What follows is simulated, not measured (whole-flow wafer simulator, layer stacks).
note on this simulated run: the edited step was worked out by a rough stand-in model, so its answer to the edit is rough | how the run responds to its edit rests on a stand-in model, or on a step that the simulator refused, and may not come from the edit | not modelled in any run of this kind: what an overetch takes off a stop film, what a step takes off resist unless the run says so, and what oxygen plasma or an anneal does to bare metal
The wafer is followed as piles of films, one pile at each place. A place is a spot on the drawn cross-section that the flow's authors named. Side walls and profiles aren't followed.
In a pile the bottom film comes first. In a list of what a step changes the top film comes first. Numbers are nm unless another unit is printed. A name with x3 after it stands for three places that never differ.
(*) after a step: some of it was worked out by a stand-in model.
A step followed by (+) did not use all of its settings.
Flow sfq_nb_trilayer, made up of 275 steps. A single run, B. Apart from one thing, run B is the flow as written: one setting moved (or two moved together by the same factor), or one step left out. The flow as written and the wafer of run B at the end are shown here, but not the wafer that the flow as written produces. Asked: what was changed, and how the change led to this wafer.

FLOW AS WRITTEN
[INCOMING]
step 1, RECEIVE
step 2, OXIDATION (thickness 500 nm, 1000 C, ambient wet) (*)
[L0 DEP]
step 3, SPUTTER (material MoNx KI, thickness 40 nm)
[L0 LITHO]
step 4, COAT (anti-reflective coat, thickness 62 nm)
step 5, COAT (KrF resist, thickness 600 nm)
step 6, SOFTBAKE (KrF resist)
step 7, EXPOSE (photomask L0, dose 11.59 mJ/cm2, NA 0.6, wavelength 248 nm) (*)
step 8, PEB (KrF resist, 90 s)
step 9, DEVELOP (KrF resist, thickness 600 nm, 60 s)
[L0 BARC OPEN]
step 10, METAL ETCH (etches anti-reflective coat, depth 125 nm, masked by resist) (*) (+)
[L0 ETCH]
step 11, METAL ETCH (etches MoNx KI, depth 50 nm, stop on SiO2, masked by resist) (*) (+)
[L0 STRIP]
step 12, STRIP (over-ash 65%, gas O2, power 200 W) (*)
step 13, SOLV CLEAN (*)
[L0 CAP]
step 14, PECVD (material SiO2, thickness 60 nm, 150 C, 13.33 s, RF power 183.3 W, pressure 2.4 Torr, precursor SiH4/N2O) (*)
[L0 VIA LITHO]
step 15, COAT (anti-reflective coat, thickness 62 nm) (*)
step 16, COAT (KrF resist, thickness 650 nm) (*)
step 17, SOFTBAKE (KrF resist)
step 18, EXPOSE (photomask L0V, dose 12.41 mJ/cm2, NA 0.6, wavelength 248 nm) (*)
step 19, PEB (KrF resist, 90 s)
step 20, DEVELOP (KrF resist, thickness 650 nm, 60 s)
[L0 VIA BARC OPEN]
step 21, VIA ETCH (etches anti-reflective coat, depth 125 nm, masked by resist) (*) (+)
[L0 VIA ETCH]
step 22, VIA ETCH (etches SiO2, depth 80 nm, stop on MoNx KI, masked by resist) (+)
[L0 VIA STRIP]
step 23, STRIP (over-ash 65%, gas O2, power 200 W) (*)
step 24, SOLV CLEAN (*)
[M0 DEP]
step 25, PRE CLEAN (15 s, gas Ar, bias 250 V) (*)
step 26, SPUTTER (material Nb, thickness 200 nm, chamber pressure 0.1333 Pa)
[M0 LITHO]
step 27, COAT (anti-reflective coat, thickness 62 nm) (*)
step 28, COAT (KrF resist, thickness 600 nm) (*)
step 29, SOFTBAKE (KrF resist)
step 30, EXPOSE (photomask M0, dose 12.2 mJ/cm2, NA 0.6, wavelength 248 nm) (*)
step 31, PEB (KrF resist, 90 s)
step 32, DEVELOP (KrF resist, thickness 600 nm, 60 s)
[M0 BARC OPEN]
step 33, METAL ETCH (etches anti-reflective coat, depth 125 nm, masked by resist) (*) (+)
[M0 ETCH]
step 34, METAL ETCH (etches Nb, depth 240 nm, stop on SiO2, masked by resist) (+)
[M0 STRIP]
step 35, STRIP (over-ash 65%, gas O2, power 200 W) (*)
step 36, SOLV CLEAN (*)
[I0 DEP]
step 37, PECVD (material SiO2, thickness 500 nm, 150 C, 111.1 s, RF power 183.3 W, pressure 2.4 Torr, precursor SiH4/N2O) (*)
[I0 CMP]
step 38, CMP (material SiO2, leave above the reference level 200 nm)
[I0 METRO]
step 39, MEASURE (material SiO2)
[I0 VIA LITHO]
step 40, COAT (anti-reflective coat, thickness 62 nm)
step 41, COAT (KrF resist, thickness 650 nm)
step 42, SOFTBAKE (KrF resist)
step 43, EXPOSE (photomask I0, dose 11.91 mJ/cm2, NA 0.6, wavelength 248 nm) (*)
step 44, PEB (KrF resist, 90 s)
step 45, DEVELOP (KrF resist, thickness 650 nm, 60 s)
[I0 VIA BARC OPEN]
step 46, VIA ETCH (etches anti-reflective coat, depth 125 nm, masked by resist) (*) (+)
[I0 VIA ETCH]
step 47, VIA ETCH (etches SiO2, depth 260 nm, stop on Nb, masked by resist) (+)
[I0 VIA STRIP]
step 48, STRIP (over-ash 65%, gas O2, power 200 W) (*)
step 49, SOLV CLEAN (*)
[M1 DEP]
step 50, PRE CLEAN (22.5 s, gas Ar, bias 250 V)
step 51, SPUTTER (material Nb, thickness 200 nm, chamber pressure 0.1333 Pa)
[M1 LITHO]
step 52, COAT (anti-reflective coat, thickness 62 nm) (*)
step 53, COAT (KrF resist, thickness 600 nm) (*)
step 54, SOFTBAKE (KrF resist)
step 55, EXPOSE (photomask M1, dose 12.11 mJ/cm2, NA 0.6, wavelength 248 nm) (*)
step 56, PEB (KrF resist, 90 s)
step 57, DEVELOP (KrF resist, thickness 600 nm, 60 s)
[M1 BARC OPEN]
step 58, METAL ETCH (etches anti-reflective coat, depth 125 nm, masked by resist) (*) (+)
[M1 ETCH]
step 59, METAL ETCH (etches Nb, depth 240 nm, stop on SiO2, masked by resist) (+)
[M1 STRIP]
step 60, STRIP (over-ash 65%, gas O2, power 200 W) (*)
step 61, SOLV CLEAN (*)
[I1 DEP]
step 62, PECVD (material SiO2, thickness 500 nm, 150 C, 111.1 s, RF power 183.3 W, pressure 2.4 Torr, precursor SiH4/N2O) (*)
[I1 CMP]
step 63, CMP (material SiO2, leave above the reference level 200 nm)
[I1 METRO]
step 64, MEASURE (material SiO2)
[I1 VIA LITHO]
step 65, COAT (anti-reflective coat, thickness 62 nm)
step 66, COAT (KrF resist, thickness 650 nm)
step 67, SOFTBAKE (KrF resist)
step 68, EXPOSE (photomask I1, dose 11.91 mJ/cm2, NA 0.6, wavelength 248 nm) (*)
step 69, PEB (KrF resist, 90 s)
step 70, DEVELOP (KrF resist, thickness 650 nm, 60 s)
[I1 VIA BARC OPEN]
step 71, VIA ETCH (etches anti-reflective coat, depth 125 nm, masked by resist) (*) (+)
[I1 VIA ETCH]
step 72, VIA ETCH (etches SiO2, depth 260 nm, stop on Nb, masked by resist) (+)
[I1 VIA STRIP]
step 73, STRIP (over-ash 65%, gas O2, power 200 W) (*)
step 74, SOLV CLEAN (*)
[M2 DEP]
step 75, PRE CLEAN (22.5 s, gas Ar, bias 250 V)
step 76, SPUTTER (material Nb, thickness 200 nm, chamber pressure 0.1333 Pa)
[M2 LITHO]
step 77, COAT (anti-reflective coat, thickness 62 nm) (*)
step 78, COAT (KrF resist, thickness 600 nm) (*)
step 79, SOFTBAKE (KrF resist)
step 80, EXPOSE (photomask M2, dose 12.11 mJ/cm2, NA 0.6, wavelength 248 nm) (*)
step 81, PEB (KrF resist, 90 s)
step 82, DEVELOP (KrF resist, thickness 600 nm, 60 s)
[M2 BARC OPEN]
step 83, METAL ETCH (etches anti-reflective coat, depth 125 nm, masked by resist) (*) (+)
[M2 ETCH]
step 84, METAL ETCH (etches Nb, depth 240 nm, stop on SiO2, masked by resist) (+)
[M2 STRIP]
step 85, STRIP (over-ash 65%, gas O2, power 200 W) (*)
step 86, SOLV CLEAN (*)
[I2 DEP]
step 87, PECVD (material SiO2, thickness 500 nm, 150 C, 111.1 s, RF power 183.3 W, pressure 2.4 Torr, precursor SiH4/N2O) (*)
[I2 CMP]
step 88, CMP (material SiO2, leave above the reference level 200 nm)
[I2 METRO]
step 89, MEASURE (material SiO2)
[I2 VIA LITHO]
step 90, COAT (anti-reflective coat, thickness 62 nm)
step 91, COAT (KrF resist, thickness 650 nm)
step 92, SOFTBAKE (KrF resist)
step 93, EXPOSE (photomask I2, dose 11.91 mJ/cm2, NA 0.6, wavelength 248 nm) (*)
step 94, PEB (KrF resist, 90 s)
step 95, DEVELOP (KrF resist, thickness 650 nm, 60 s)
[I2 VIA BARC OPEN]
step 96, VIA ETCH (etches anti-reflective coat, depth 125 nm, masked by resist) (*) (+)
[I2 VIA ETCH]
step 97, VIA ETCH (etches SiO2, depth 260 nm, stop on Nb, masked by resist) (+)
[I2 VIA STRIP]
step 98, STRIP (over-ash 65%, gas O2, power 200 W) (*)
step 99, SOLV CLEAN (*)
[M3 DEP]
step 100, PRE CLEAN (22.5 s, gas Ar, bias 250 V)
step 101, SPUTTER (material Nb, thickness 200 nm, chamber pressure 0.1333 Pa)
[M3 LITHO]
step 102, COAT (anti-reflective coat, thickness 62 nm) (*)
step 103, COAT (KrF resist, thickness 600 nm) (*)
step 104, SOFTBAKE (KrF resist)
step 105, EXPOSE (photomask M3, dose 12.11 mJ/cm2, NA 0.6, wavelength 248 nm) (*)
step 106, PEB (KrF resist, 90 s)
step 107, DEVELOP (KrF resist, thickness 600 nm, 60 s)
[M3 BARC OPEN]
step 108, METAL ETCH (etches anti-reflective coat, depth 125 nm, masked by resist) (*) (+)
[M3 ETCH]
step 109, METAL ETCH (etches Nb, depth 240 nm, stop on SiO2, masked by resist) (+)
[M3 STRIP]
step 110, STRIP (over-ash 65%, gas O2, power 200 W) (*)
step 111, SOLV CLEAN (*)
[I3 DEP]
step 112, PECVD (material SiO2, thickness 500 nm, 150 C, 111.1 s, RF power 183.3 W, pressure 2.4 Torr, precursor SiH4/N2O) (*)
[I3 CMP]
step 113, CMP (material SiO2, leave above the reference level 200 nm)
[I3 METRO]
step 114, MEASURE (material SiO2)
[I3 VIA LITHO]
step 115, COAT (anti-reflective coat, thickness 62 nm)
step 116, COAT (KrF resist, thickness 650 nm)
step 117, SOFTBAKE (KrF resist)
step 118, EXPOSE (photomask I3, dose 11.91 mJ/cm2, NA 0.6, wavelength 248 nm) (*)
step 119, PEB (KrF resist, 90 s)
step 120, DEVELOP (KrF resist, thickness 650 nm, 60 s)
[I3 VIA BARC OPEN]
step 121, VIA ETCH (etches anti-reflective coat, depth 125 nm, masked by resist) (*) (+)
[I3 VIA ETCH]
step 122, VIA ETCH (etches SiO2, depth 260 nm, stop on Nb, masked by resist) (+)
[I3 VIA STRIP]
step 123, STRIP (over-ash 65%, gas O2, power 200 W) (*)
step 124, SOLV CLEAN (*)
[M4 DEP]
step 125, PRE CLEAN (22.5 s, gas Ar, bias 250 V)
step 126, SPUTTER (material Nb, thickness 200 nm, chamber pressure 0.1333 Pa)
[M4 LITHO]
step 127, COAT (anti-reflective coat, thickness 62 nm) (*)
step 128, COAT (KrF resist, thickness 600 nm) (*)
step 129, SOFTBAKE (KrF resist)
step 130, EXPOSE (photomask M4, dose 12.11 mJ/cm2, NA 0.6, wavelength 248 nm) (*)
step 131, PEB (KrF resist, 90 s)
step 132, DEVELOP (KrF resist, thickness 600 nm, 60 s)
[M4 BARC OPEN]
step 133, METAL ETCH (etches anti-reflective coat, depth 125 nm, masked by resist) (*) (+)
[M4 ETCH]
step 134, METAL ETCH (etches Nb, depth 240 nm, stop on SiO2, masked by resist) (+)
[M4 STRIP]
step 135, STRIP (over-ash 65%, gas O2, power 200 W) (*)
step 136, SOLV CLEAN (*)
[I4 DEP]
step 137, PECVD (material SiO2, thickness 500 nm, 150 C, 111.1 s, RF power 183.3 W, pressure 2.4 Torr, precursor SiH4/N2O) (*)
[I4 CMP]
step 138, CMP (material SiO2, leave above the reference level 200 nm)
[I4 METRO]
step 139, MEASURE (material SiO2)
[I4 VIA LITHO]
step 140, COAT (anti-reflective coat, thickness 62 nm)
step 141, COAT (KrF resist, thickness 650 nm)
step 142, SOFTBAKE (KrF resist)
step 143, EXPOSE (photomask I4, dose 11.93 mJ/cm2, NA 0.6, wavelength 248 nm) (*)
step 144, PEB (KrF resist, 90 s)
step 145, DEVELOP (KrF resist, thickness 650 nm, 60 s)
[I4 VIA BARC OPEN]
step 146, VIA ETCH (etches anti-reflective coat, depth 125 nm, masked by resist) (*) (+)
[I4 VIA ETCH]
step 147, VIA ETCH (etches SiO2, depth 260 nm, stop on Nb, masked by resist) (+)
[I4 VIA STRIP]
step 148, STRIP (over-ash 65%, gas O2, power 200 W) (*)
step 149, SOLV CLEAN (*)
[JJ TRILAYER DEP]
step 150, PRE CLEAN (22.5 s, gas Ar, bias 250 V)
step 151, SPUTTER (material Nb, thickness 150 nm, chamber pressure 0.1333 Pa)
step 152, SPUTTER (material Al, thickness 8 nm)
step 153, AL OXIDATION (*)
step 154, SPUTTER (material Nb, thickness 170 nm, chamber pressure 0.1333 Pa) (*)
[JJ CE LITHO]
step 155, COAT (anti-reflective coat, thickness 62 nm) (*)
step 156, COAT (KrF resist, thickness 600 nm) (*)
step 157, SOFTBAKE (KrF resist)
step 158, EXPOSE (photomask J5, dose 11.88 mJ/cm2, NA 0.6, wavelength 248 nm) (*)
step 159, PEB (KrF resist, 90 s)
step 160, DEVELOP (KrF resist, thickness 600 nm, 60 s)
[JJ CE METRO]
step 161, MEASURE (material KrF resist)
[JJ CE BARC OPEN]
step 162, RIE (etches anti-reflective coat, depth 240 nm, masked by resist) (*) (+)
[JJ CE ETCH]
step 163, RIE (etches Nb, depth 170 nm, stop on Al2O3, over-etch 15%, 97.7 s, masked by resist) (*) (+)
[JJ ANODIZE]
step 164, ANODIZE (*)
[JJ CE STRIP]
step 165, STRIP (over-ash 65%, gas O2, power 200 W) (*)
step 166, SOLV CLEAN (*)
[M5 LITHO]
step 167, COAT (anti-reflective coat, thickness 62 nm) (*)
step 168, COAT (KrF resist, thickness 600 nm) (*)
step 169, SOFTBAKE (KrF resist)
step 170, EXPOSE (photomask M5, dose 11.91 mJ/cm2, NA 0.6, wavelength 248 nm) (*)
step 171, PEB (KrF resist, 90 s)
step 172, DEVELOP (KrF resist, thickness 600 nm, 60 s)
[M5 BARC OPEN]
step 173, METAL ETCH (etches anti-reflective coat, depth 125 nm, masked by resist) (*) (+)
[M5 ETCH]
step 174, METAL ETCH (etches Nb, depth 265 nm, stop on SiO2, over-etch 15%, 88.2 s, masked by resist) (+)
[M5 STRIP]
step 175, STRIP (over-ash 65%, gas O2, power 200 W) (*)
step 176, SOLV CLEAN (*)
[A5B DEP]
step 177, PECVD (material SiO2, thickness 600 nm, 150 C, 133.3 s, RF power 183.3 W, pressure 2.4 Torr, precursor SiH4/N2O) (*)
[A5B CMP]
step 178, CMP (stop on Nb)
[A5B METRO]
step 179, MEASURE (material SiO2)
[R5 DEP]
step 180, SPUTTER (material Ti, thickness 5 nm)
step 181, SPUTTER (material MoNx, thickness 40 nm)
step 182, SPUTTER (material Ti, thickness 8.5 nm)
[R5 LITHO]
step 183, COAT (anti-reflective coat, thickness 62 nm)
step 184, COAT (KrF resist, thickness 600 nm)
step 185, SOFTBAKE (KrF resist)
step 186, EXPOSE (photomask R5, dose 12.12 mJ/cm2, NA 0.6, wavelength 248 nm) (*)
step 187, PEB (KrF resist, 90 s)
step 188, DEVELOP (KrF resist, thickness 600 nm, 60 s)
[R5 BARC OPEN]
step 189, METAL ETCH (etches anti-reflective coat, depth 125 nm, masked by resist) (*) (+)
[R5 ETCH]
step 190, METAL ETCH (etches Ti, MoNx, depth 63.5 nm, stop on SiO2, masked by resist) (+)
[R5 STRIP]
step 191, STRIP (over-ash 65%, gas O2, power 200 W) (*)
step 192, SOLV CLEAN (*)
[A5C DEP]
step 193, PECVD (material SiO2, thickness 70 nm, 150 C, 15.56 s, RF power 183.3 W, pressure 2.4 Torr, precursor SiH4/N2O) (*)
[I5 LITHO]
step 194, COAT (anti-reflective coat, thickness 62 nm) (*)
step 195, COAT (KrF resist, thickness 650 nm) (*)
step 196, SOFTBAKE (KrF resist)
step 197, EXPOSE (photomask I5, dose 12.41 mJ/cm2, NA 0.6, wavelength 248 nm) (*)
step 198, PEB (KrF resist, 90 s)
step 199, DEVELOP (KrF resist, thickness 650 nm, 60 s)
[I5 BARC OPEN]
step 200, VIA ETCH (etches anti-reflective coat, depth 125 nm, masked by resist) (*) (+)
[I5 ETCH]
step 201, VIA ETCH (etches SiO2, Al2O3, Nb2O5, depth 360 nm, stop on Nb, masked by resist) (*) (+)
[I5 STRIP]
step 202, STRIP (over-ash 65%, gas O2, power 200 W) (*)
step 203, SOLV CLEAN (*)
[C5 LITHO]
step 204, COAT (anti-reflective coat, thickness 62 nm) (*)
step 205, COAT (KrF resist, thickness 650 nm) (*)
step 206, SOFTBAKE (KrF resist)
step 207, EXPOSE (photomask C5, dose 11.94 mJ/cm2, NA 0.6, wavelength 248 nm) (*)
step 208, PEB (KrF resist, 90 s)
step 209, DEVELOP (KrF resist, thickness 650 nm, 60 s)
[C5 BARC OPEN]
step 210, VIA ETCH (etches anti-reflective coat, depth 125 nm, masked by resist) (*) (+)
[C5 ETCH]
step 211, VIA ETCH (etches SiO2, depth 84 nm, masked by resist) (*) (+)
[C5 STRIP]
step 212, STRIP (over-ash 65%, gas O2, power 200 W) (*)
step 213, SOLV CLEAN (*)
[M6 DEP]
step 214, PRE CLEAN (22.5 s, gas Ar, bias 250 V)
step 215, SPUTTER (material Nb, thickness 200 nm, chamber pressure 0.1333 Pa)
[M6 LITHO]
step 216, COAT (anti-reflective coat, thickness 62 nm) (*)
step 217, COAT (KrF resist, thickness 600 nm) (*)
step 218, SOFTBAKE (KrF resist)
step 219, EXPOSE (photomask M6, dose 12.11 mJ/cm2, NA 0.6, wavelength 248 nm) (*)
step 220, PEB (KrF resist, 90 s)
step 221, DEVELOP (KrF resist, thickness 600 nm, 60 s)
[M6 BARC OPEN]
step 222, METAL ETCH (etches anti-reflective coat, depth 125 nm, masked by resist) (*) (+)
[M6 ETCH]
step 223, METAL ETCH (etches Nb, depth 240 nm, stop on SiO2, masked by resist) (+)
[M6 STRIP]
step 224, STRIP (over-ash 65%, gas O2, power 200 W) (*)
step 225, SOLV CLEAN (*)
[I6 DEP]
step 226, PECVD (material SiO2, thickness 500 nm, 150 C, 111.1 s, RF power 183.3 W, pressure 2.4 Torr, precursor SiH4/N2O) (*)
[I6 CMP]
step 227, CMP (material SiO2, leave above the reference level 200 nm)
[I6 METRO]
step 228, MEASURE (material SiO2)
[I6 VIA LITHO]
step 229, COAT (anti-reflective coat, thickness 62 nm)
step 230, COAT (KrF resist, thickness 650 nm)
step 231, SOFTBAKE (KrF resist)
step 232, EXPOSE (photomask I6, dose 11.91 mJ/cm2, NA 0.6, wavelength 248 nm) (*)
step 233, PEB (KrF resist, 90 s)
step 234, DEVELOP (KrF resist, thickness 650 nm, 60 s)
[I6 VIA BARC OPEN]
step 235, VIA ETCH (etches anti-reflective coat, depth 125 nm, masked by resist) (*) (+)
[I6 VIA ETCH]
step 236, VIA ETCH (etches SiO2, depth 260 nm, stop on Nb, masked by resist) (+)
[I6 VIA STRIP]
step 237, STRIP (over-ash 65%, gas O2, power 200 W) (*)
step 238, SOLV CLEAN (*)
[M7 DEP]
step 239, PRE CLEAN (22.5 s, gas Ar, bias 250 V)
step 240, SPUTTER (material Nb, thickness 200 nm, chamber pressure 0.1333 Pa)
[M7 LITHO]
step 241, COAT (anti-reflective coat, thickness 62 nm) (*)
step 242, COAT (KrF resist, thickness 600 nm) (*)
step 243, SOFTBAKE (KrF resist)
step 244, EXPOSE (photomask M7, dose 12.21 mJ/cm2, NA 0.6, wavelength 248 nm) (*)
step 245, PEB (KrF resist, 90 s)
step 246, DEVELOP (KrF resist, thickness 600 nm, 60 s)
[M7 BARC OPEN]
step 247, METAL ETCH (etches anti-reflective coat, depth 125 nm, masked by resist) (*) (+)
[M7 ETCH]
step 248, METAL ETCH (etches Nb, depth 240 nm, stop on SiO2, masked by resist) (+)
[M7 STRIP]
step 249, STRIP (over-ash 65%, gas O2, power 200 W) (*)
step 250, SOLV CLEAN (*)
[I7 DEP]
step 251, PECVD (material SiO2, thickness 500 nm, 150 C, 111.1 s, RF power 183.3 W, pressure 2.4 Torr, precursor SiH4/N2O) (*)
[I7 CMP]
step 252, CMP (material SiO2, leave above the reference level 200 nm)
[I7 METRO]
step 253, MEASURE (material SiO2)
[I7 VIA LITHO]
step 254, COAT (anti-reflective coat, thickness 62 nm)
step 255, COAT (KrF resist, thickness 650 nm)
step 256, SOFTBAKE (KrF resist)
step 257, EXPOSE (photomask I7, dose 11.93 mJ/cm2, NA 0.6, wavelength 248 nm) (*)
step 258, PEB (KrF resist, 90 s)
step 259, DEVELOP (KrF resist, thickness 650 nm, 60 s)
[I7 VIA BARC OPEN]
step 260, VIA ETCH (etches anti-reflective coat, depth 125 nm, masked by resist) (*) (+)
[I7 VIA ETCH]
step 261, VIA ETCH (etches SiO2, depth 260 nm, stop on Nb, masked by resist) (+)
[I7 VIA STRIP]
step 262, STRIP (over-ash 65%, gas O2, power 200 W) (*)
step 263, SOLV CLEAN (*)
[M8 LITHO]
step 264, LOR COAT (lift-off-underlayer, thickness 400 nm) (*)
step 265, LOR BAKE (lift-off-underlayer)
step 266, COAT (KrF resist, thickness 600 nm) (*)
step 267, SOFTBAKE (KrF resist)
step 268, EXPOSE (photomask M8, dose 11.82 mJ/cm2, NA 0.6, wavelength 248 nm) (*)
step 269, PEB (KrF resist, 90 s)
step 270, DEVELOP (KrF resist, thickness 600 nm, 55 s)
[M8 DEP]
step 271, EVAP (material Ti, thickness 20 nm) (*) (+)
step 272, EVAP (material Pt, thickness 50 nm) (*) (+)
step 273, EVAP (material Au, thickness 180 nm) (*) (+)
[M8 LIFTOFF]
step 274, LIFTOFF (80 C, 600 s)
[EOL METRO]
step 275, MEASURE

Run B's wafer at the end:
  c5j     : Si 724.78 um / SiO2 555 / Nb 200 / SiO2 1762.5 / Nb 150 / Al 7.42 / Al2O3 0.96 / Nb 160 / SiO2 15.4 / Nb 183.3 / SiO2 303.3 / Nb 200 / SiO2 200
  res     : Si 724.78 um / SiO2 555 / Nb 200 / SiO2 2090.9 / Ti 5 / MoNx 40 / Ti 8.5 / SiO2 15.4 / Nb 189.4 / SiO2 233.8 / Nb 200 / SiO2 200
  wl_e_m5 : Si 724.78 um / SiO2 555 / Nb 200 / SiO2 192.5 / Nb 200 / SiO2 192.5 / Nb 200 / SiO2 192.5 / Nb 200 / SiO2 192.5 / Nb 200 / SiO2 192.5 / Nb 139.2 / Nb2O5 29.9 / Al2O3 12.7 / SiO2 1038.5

Cause: step 193, PECVD: thickness 107 nm was run, while the flow as written has thickness 70 nm; step 193, PECVD: 23.72 s was run, where the flow has 15.56 s.

How this came from the change, step by step:
  step 193, PECVD (material SiO2, thickness 70 nm, 150 C, 15.56 s, RF power 183.3 W, pressure 2.4 Torr, precursor SiH4/N2O) (*)
      field_l, v_sur, via_wl and 92 more: +107 SiO2 (as written it would have been: +70 SiO2)
      ce_l, c5j, ce_r and 8 more: +107 SiO2 (new film) (as written it would have been: +70 SiO2 (new film))
  step 201, VIA ETCH (etches SiO2, Al2O3, Nb2O5, depth 360 nm, stop on Nb, masked by resist) (*) (+)
      be: -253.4 SiO2 (all of it), -12.7 Al2O3 (all of it), -29.9 Nb2O5 (all of it) (as written it would have been: -216.4 SiO2 (all of it), -12.7 Al2O3 (all of it), -29.9 Nb2O5 (all of it))
  step 204, COAT (anti-reflective coat, thickness 62 nm) (*)
      wire: +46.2 anti-reflective coat (new film) (as written it would have been: +47.4 anti-reflective coat (new film))
      be: +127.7 anti-reflective coat (new film) (as written it would have been: +122.2 anti-reflective coat (new film))
      (and at 1 other place as well)
  step 205, COAT (KrF resist, thickness 650 nm) (*)
      be: +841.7 KrF resist (new film) (as written it would have been: +815.3 KrF resist (new film))
  step 211, VIA ETCH (etches SiO2, depth 84 nm, masked by resist) (*) (+)
      c5j: -84 SiO2 (as written it would have been: -69.9 SiO2 (all of it), -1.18 Nb)
      res: -84 SiO2 (as written it would have been: -69.9 SiO2 (all of it))
  step 212, STRIP (over-ash 65%, gas O2, power 200 W) (*)
      wire: -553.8 KrF resist (all of it), -46.2 anti-reflective coat (all of it) (as written it would have been: -555.8 KrF resist (all of it), -47.4 anti-reflective coat (all of it))
      be: -754.6 KrF resist (all of it), -127.7 anti-reflective coat (all of it) (as written it would have been: -728.2 KrF resist (all of it), -122.2 anti-reflective coat (all of it))
      (and at 1 other place as well)
  step 214, PRE CLEAN (22.5 s, gas Ar, bias 250 V)
      c5j: -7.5 SiO2 (as written it would have been: -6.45 Nb)
      res: -7.5 SiO2 (as written it would have been: -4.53 Ti)
  step 215, SPUTTER (material Nb, thickness 200 nm, chamber pressure 0.1333 Pa)
      c5j: +183.3 Nb (new film) (as written it would have been: +188.4 Nb)
      be: +139.2 Nb (as written it would have been: +147.3 Nb)
  step 216, COAT (anti-reflective coat, thickness 62 nm) (*)
      wire: +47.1 anti-reflective coat (new film) (as written it would have been: +48.3 anti-reflective coat (new film))
      be: +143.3 anti-reflective coat (new film) (as written it would have been: +136.7 anti-reflective coat (new film))
      (and at 6 other places as well)
  step 217, COAT (KrF resist, thickness 600 nm) (*)
      be: +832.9 KrF resist (new film) (as written it would have been: +793.9 KrF resist (new film))
  step 224, STRIP (over-ash 65%, gas O2, power 200 W) (*)
      wire: -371 KrF resist (all of it), -47.1 anti-reflective coat (all of it) (as written it would have been: -369.8 KrF resist (all of it), -48.3 anti-reflective coat (all of it))
      be: -614.7 KrF resist (all of it), -143.3 anti-reflective coat (all of it) (as written it would have been: -575.8 KrF resist (all of it), -136.7 anti-reflective coat (all of it))
      (and at 6 other places as well)
  step 226, PECVD (material SiO2, thickness 500 nm, 150 C, 111.1 s, RF power 183.3 W, pressure 2.4 Torr, precursor SiH4/N2O) (*)
      be: +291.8 SiO2 (new film), +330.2 void (new film), +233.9 SiO2 (new film) (as written it would have been: +693.5 SiO2 (new film))
      c5j: +533.8 SiO2 (new film) (as written it would have been: +514.7 SiO2 (new film))
  step 227, CMP (material SiO2, leave above the reference level 200 nm)
      be: -291.8 SiO2 (all of it), -330.2 void (all of it) (as written it would have been: -182.7 SiO2)
      res: -258.7 SiO2 (as written it would have been: -279.4 SiO2)
  step 229, COAT (anti-reflective coat, thickness 62 nm)
      via_v, jj_sur: +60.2 anti-reflective coat (new film) (as written it would have been: +62 anti-reflective coat (new film))
      via_sp: +60.6 anti-reflective coat (new film) (as written it would have been: +62 anti-reflective coat (new film))
      (and at 6 other places as well)
  step 230, COAT (KrF resist, thickness 650 nm)
      be: +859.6 KrF resist (new film) (as written it would have been: +650 KrF resist (new film))
      gap: +636.1 KrF resist (new film) (as written it would have been: +650 KrF resist (new film))
  step 233, PEB (KrF resist, 90 s)
      be: -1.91 KrF resist (as written it would have been: -1.38 KrF resist)
  ... 15 further steps ...
  step 274, LIFTOFF (80 C, 600 s)
      be: -180 Au (all of it), -50 Pt (all of it), -20 Ti (all of it), -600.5 KrF resist (all of it), -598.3 lift-off-underlayer (all of it) (as written it would have been: -180 Au (all of it), -50 Pt (all of it), -20 Ti (all of it), -572.1 KrF resist (all of it), -398.5 lift-off-underlayer (all of it))
      be_sur: -180 Au (all of it), -50 Pt (all of it), -20 Ti (all of it), -582.7 KrF resist (all of it), -376.4 lift-off-underlayer (all of it) (as written it would have been: -180 Au (all of it), -50 Pt (all of it), -20 Ti (all of it), -572.6 KrF resist (all of it), -398.9 lift-off-underlayer (all of it))
With metal films that touch counted as one body, c5j has 5 bodies (between them, from the top down: SiO2 303.3; SiO2 15.4; Al2O3 0.96; SiO2 1762.5); the flow as written gives 4 bodies (between them, from the top down: SiO2 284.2; Al2O3 0.96; SiO2 1762.5).
With metal films that touch counted as one body, res has 4 bodies (between them, from the top down: SiO2 233.8; SiO2 15.4; SiO2 2090.9); the flow as written gives 3 bodies (between them, from the top down: SiO2 213.1; SiO2 2090.9).
